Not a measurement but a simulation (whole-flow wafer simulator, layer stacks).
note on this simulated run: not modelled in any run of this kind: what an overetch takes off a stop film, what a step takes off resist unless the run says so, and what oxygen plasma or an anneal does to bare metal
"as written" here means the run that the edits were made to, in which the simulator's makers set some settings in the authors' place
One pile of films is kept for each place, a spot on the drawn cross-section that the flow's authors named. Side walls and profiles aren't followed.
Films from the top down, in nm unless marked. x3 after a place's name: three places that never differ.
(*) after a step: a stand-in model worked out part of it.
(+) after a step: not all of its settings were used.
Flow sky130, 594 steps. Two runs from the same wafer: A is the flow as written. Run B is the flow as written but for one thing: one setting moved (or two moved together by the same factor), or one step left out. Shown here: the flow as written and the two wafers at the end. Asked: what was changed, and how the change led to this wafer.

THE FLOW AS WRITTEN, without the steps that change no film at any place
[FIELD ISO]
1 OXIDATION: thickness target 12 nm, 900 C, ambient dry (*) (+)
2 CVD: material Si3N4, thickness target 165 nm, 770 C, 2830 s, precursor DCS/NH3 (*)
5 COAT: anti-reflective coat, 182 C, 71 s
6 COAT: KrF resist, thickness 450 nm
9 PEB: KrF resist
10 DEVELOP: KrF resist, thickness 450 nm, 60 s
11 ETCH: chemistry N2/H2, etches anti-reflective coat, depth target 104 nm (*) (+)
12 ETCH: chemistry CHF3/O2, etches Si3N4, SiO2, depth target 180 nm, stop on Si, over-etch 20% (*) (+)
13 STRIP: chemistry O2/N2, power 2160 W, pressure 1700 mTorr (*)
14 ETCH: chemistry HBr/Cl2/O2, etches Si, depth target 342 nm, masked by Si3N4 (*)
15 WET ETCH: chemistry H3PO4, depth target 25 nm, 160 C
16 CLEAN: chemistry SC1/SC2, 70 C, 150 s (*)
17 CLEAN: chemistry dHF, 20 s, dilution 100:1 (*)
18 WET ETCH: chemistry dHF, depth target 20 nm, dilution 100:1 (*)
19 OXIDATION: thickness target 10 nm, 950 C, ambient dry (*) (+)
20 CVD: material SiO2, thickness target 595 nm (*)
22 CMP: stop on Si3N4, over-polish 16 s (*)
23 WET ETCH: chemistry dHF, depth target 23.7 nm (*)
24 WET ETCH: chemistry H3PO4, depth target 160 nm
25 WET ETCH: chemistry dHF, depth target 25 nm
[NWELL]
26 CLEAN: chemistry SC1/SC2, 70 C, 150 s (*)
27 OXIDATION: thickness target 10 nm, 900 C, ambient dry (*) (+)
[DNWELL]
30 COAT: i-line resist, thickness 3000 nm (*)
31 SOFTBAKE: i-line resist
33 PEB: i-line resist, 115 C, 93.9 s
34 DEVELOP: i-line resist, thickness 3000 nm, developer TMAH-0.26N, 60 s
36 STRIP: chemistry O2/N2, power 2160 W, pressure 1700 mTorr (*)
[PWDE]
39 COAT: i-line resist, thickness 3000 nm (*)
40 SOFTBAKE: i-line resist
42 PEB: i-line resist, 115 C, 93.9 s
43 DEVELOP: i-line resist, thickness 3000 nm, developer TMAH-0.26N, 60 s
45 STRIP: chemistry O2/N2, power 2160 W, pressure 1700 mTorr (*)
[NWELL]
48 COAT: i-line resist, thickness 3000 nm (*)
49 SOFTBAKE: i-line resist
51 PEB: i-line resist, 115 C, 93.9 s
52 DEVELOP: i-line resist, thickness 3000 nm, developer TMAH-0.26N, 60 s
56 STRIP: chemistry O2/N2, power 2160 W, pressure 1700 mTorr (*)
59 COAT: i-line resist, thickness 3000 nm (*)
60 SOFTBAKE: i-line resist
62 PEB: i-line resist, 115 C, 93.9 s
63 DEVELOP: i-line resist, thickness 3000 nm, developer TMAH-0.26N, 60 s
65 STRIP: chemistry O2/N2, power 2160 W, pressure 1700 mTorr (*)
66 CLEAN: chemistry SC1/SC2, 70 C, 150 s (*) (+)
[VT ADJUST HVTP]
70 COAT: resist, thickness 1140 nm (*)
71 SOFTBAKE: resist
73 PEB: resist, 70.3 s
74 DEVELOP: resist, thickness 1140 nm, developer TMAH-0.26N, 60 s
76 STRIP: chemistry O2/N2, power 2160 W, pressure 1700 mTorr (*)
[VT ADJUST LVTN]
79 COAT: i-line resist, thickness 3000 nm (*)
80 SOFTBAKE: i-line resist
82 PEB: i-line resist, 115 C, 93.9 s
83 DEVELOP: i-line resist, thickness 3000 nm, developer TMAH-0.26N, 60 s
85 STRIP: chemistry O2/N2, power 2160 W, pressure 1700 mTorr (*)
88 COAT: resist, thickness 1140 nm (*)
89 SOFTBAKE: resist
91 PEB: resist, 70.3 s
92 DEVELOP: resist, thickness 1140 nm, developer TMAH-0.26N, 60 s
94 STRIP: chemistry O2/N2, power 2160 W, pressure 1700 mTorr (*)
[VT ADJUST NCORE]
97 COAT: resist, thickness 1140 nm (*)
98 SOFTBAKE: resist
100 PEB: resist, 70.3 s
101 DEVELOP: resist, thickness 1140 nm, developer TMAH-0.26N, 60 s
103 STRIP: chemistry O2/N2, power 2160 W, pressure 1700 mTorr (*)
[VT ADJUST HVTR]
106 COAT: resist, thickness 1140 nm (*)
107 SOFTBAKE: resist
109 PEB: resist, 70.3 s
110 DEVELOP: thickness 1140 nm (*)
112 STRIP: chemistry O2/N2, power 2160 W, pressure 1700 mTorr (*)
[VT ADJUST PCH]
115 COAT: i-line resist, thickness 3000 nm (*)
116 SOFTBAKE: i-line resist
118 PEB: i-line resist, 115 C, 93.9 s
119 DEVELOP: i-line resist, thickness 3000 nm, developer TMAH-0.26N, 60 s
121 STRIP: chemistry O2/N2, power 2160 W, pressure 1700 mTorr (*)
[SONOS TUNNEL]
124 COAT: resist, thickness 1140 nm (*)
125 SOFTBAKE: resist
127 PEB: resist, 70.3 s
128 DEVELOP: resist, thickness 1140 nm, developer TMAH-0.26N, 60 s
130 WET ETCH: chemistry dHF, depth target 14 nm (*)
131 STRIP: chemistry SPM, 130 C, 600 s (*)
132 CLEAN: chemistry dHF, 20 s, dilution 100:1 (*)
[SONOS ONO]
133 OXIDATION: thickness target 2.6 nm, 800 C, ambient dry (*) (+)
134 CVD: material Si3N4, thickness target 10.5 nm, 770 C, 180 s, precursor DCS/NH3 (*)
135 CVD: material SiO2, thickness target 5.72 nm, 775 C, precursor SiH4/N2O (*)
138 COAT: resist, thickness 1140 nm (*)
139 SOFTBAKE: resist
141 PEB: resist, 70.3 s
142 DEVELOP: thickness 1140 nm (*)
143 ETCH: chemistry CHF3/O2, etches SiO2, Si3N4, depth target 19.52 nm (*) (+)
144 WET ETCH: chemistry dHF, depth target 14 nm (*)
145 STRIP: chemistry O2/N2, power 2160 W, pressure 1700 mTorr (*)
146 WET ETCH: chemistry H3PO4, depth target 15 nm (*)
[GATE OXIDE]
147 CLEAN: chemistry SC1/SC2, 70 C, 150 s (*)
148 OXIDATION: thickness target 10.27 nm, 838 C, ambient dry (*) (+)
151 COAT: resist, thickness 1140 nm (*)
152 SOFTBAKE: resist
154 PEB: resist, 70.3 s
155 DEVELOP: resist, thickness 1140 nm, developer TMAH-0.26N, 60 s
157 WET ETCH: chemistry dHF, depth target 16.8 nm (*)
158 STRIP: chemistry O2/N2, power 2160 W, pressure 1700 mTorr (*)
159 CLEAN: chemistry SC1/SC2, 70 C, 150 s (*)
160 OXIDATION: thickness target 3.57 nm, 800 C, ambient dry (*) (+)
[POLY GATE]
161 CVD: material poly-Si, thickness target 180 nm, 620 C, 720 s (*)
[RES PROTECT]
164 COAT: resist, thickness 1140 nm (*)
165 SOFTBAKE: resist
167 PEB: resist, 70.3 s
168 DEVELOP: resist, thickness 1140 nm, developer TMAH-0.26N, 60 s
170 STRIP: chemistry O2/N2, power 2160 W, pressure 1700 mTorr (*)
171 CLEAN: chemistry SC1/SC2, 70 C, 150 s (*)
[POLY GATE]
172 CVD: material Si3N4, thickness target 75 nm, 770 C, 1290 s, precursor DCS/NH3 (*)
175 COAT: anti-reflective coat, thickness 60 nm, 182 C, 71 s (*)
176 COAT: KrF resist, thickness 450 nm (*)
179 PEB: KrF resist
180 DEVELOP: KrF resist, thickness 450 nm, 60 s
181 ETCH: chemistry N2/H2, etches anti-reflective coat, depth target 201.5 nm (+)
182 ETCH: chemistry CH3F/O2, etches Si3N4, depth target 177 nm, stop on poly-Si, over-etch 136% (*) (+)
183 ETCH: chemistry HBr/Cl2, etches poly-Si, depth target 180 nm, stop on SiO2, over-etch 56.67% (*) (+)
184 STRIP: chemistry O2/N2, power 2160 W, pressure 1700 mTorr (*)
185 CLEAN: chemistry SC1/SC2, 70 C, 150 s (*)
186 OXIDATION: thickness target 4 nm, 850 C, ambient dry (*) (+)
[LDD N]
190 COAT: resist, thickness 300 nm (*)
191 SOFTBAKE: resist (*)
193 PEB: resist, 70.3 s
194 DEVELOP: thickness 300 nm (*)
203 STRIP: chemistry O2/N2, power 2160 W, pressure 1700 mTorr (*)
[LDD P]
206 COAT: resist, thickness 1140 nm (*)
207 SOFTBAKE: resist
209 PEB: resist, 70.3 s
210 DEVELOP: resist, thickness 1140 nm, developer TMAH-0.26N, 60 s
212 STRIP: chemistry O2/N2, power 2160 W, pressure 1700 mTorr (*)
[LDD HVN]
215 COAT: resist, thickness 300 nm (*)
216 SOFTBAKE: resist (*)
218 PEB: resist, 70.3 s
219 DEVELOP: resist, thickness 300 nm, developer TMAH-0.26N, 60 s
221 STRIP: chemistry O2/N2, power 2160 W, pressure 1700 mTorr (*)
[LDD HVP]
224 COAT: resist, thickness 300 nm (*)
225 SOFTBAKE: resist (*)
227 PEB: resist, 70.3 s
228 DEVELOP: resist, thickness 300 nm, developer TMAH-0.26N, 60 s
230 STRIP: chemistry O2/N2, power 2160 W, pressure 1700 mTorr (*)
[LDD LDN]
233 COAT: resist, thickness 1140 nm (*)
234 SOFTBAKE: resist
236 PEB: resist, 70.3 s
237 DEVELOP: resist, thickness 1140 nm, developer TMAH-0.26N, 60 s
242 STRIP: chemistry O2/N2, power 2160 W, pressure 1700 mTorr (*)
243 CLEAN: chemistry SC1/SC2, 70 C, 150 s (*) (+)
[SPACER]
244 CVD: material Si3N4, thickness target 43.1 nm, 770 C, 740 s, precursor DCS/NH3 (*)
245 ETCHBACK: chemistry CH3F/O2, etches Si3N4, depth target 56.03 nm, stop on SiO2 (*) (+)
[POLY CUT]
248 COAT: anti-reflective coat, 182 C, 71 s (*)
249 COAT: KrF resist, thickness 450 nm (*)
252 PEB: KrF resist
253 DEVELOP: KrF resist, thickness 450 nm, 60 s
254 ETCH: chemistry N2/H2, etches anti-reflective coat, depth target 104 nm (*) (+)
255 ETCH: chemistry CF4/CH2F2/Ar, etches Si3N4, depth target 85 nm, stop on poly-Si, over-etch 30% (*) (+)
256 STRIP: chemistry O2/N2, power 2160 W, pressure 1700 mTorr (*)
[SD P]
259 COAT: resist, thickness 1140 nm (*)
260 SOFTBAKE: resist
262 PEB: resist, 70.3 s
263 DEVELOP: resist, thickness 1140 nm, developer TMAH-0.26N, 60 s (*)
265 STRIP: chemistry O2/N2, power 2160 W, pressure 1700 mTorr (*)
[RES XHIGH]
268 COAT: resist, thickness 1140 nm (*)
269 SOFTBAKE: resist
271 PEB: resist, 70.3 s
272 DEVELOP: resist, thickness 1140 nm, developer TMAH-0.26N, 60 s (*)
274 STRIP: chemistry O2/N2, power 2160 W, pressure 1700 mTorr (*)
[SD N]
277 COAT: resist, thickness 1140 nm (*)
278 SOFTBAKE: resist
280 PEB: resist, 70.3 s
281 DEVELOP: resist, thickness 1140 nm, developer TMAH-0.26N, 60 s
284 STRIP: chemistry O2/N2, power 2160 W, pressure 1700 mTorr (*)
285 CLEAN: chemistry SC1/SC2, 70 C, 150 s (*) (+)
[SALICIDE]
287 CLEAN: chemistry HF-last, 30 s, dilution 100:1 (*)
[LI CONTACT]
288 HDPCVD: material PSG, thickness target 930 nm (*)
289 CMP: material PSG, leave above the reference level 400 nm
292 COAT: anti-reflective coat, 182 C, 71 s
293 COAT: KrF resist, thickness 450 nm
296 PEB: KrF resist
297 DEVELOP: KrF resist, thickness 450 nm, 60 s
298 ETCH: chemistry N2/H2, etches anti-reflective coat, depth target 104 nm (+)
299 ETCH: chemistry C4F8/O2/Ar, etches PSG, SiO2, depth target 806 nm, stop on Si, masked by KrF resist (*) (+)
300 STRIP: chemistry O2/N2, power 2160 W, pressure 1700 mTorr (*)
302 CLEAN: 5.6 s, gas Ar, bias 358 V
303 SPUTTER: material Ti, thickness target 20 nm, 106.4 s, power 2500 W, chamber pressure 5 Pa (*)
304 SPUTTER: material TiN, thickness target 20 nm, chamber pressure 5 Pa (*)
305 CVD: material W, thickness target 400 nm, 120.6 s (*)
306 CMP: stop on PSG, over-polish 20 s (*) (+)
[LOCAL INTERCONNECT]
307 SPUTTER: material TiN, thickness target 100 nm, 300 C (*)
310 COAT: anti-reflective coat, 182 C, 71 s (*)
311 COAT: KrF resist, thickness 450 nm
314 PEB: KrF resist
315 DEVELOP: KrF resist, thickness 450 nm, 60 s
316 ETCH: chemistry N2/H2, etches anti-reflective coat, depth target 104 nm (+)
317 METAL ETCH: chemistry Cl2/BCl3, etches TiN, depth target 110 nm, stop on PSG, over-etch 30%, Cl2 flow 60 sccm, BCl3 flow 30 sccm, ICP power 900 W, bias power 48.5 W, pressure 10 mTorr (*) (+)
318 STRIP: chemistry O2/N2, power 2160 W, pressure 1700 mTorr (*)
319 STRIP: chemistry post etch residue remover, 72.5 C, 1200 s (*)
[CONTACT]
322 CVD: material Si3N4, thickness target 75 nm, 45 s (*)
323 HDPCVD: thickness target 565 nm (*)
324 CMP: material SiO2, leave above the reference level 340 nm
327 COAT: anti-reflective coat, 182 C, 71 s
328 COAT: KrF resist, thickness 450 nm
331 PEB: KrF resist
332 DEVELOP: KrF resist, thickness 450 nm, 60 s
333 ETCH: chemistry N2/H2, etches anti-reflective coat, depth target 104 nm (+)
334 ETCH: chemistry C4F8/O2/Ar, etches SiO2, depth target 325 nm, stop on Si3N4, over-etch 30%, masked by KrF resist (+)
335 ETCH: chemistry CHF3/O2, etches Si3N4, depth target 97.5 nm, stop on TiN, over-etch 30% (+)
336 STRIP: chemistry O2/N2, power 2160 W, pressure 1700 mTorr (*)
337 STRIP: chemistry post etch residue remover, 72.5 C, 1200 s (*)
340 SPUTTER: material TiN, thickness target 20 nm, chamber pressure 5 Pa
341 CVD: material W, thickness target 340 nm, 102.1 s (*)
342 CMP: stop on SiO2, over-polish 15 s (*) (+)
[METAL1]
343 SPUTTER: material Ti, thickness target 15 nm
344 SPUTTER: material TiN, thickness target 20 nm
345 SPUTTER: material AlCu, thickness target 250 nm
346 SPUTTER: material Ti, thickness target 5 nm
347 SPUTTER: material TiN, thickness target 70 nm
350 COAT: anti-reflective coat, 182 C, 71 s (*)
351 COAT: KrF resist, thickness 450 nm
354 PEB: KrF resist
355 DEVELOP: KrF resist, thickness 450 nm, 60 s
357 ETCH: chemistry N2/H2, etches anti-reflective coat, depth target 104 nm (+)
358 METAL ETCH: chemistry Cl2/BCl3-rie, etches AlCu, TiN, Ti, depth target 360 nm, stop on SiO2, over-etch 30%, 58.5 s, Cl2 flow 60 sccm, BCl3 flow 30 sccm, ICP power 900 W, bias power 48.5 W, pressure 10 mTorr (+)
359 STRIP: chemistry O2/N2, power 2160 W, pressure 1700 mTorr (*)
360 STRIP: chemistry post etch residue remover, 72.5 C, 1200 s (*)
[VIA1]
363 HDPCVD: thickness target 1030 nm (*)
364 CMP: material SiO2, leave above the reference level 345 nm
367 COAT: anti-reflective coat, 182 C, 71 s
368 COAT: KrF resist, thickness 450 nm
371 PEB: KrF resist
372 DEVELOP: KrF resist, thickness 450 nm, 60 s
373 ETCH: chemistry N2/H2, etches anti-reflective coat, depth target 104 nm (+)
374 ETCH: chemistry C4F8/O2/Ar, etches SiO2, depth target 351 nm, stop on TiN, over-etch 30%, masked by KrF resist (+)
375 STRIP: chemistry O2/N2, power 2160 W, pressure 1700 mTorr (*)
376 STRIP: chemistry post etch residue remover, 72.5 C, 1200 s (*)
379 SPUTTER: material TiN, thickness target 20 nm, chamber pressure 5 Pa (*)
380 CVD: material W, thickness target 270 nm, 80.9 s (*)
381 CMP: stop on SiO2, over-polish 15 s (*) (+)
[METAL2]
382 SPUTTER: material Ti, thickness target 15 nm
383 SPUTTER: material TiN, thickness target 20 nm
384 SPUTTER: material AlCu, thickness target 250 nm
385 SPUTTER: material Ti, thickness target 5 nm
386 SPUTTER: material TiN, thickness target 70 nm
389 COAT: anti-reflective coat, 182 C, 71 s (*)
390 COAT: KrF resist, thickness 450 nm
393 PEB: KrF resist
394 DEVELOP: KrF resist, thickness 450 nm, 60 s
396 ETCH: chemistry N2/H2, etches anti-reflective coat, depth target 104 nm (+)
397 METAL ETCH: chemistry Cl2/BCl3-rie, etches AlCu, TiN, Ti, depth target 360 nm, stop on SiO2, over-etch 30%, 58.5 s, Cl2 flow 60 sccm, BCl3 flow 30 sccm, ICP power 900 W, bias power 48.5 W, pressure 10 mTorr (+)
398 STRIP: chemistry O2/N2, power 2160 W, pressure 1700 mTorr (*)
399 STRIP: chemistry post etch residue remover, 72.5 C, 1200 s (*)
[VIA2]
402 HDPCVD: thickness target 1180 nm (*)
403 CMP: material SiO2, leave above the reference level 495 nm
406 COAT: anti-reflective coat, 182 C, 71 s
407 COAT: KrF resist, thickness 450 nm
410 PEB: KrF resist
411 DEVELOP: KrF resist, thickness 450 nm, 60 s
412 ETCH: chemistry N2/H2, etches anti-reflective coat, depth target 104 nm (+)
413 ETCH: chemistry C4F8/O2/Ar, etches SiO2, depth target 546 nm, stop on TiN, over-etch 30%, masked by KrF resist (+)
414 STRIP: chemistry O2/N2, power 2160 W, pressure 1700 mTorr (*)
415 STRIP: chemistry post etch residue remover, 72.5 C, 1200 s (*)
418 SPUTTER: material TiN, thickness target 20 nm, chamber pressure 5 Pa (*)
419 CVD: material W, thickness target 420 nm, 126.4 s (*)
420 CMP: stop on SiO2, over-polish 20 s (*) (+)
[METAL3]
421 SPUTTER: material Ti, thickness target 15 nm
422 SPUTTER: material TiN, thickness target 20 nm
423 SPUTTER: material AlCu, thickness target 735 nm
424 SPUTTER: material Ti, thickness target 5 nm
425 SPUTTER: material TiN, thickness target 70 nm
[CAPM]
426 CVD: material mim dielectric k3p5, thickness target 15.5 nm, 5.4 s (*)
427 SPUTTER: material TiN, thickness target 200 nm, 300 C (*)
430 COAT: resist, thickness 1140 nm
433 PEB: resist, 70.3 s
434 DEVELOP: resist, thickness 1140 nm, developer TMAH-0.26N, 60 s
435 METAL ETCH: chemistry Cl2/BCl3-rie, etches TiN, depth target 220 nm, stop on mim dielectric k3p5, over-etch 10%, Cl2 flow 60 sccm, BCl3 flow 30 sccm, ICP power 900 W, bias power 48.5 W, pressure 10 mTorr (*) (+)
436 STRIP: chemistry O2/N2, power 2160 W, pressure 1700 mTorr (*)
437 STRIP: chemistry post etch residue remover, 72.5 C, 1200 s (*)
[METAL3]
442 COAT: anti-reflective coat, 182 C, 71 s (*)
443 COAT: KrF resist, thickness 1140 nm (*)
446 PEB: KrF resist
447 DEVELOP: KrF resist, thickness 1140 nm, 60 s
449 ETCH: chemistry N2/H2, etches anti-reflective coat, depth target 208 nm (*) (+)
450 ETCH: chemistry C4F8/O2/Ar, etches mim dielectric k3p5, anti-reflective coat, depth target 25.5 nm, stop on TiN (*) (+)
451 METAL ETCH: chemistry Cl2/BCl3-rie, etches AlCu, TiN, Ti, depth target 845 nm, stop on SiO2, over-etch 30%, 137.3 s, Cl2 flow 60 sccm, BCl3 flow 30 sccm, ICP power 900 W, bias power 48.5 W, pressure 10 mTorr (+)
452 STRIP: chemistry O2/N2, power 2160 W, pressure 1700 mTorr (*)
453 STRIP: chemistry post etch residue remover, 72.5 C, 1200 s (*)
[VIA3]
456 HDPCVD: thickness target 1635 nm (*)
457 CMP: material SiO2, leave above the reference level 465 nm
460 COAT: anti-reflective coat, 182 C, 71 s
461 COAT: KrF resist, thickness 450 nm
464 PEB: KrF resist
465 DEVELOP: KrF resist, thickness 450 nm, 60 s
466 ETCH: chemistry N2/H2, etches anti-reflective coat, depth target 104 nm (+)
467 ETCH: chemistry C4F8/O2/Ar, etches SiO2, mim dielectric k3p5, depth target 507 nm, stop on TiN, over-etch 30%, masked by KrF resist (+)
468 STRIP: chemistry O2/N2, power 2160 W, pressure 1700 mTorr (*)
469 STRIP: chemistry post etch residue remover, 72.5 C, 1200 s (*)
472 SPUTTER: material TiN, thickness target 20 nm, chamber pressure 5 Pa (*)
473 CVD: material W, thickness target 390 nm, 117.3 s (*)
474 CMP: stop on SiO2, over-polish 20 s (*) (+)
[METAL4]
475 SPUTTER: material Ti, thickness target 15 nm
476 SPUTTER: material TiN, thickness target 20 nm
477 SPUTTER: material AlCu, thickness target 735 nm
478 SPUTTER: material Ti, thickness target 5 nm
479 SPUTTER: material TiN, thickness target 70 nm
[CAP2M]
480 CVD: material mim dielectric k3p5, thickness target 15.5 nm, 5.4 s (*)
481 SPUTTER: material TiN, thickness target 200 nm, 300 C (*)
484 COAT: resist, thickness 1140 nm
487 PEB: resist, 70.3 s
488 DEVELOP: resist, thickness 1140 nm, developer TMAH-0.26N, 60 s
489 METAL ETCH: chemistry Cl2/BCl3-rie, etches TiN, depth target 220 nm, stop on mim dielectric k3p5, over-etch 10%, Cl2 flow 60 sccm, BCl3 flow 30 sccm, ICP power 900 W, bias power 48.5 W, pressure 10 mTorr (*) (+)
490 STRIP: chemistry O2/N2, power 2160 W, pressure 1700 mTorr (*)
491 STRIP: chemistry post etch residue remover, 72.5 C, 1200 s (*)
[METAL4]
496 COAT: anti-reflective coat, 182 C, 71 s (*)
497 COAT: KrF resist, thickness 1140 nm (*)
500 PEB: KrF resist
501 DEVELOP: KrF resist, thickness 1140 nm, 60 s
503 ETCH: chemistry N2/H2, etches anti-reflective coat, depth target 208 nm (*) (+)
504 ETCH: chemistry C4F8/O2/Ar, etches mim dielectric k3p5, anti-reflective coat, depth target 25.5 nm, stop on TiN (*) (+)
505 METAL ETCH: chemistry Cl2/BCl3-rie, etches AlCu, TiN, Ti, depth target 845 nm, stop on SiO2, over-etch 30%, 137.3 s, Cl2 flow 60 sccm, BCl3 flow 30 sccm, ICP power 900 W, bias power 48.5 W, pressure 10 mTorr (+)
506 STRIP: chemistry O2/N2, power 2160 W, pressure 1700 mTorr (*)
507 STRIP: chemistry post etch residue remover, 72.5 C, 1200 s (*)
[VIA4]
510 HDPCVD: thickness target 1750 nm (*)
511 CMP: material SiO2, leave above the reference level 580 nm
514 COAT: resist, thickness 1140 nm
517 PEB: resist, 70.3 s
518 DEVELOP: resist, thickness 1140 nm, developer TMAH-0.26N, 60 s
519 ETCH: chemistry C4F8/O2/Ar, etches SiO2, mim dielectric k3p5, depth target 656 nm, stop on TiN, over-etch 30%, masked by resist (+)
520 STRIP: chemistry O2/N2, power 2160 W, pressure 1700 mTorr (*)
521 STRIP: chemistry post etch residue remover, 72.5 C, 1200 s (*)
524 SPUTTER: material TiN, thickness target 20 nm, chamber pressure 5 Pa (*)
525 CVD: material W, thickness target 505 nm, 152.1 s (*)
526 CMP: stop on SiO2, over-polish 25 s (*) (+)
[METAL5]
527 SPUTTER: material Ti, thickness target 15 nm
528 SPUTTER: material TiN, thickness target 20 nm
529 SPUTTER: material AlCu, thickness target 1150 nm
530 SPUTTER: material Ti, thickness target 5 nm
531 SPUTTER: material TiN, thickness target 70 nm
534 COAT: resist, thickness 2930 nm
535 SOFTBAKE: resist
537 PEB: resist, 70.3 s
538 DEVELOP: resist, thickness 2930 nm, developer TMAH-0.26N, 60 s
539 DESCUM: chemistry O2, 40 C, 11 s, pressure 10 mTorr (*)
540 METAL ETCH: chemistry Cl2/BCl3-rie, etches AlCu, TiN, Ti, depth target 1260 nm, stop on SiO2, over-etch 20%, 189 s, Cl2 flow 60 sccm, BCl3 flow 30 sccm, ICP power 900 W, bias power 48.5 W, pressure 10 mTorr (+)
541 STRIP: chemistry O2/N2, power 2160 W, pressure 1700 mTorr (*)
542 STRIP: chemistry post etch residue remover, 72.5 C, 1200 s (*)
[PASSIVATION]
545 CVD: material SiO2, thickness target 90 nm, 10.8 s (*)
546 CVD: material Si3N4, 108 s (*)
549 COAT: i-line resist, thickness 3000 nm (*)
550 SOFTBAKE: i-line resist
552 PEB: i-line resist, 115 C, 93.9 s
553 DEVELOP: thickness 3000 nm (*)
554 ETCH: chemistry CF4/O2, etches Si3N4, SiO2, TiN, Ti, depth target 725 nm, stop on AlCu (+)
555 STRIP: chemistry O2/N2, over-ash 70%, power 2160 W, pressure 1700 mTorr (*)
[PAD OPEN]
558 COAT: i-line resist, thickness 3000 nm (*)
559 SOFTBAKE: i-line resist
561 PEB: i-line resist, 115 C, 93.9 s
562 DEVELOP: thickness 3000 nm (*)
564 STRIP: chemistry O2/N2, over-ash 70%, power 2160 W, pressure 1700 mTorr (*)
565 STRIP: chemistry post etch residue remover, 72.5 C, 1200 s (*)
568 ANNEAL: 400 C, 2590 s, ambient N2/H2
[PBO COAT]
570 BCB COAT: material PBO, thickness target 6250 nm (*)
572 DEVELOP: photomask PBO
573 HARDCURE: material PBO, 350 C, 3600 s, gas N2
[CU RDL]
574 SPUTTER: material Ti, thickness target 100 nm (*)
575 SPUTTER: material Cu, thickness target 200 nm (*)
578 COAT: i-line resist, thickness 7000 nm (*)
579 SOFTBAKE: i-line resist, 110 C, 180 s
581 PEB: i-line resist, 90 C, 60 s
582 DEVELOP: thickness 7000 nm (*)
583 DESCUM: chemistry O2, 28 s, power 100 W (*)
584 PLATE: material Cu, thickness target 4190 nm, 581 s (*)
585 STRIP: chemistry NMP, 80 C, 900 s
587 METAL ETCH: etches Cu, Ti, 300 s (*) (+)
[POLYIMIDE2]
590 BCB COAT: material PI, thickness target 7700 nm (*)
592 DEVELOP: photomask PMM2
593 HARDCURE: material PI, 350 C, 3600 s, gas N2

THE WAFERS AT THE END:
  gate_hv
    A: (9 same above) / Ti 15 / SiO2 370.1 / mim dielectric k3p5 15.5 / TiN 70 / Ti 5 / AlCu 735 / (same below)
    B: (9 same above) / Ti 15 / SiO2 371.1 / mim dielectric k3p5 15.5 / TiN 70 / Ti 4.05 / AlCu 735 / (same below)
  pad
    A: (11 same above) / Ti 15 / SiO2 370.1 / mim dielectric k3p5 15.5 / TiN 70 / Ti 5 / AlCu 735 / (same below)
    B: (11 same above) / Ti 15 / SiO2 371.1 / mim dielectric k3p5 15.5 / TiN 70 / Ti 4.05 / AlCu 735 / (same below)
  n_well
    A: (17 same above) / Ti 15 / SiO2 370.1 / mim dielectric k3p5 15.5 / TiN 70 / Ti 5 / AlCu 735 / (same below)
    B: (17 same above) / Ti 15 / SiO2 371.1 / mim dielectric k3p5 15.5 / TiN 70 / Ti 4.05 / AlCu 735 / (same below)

The cause: step 424, SPUTTER: thickness target 4.05 nm was run, where the flow has thickness target 5 nm.
It can be read off the wafer: gate_hv has Ti 4.05, and step 424 as written asks for 5 nm.

How the change led to this, step by step:
  424 SPUTTER: material Ti, thickness target 5 nm
      field, active, n_well and 188 more: A Ti +5 (new film) | B Ti +4.05 (new film)
  451 METAL ETCH: chemistry Cl2/BCl3-rie, etches AlCu, TiN, Ti, depth target 845 nm, stop on SiO2, over-etch 30%, 137.3 s, Cl2 flow 60 sccm, BCl3 flow 30 sccm, ICP power 900 W, bias power 48.5 W, pressure 10 mTorr (+)
      field, gate, spacer and 68 more: A TiN -70 (all of it), Ti -5 (all of it), AlCu -735 (all of it), TiN -20 (all of it), Ti -15 (all of it), SiO2 -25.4 | B TiN -70 (all of it), Ti -4.05 (all of it), AlCu -735 (all of it), TiN -20 (all of it), Ti -15 (all of it), SiO2 -25.4
      active, vpp_ln, vpp_iso2 and 11 more: A TiN -70 (all of it), Ti -5 (all of it), AlCu -735 (all of it), TiN -20 (all of it), Ti -15 (all of it), SiO2 -25.3 | B TiN -70 (all of it), Ti -4.05 (all of it), AlCu -735 (all of it), TiN -20 (all of it), Ti -15 (all of it), SiO2 -25.4
